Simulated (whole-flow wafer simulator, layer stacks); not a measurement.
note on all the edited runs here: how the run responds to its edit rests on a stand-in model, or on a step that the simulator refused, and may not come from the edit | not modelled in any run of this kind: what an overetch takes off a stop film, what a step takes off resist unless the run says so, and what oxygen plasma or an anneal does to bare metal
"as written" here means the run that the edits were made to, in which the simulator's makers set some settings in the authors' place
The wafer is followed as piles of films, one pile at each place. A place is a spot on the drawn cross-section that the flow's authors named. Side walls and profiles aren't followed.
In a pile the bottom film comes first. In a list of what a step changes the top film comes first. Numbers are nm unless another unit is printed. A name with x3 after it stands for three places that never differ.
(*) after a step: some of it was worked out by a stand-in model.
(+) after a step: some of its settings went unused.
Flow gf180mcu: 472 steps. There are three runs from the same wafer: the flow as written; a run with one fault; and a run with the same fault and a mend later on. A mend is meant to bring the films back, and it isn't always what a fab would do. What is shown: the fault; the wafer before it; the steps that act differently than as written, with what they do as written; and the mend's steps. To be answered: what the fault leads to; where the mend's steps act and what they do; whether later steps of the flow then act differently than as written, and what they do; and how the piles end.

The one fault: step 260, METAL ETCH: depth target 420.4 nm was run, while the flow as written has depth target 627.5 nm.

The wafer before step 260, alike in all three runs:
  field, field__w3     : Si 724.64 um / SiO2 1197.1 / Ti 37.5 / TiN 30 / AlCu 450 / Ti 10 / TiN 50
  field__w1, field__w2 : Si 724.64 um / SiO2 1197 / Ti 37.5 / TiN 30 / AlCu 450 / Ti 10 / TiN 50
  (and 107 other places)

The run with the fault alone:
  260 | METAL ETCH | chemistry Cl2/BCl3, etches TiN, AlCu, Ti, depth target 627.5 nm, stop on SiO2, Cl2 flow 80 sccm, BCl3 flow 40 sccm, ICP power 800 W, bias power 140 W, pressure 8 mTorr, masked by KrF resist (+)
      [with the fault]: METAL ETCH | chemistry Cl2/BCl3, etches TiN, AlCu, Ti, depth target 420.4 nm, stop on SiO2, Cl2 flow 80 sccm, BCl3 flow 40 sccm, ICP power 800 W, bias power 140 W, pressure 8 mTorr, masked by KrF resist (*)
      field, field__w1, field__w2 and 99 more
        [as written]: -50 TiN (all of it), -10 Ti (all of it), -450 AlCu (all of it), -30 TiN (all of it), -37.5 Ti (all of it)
        [with the fault]: -50 TiN (all of it), -10 Ti (all of it), -360.4 AlCu
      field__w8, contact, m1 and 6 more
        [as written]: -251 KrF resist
        [with the fault]: -168.2 KrF resist
  Later steps of the flow acting differently than as written:
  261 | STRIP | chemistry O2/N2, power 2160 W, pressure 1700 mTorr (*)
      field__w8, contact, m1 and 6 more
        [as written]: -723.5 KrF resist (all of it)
        [with the fault]: -806.4 KrF resist (all of it)
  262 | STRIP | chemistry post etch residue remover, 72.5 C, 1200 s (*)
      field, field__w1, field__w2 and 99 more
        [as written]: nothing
        [with the fault]: -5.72 AlCu
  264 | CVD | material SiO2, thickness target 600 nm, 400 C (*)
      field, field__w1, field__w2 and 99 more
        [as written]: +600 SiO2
        [with the fault]: +600 SiO2 (new film)
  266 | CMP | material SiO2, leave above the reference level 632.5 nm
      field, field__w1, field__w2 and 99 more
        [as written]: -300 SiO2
        [with the fault]: -451.4 SiO2
  By the end, the piles at field, field__w1, field__w2 and 100 more depart from the flow's by more than 2% or 0.5 nm, whichever is larger.
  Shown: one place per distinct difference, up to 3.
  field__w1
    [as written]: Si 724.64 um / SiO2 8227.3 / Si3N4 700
    [with the fault]: Si 724.64 um / SiO2 1197 / Ti 37.5 / TiN 30 / AlCu 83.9 / SiO2 6878.9 / Si3N4 700
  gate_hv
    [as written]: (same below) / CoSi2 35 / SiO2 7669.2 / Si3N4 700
    [with the fault]: (same below) / CoSi2 35 / SiO2 638.9 / Ti 37.5 / TiN 30 / AlCu 83.9 / SiO2 6878.9 / Si3N4 700
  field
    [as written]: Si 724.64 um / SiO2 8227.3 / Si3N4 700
    [with the fault]: Si 724.64 um / SiO2 1197.1 / Ti 37.5 / TiN 30 / AlCu 83.9 / SiO2 6878.9 / Si3N4 700

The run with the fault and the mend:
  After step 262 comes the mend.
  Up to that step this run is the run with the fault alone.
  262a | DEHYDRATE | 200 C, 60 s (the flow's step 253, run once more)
      leaves every film unchanged at each place that is followed
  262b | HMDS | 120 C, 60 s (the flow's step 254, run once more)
      leaves every film unchanged at each place that is followed
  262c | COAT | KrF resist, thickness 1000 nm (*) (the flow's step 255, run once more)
      iso_ptap_pw, iso_ntap_nw, iso_nw_fld and 33 more
        +1000 KrF resist (new film)
      field__w2, field__w3, field__w5 and 14 more
        +1002.8 KrF resist (new film)
      field_sub__w4, field_sub__w5, ld_gate_p and 9 more
        +1002.7 KrF resist (new film)
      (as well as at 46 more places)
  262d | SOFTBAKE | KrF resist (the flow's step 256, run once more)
      leaves every film unchanged at each place that is followed
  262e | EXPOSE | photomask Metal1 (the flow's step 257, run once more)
      leaves every film unchanged at each place that is followed
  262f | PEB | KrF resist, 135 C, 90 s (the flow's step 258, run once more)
      field__w1, field__w2, field__w3 and 56 more
        -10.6 KrF resist
      iso_ptap_pw, iso_ntap_nw, iso_nw_fld and 33 more
        -10.5 KrF resist
      gate_hv, sd_p, nw_sep_fld
        -10.7 KrF resist
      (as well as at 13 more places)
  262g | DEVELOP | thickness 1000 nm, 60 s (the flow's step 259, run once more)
      iso_ptap_pw, iso_ntap_nw, iso_nw_fld and 33 more
        -989.5 KrF resist (all of it)
      field__w1, field_sub, field_sub__w3 and 9 more
        -992.3 KrF resist (all of it)
      field_sub__w2, field_sub__w4, ld_drn_n and 9 more
        -992.1 KrF resist (all of it)
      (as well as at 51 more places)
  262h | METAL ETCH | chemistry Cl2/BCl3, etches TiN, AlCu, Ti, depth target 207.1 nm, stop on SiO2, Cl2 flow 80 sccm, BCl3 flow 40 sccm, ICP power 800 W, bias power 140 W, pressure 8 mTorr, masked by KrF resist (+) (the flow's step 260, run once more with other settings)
      field, field__w1, field__w2 and 99 more
        -83.9 AlCu (all of it), -30 TiN (all of it), -37.5 Ti (all of it)
      field__w8, contact, m1 and 6 more
        -82.8 KrF resist
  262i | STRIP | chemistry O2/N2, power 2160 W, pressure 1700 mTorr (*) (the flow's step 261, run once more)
      field__w8
        -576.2 KrF resist (all of it)
      contact
        -574.1 KrF resist (all of it)
      m1
        -576.6 KrF resist (all of it)
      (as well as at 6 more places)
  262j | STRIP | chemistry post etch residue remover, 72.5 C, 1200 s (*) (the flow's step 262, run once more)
      field__w8, contact, m1 and 6 more
        -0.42 TiN
  None of the later steps of the flow differs from how it acts as written, at any place that is followed, by more than 2% or 0.5 nm, whichever is larger.
  The piles end only slightly different from the flow's at the places that both follow, by no more than 2% or 0.5 nm, whichever is larger.
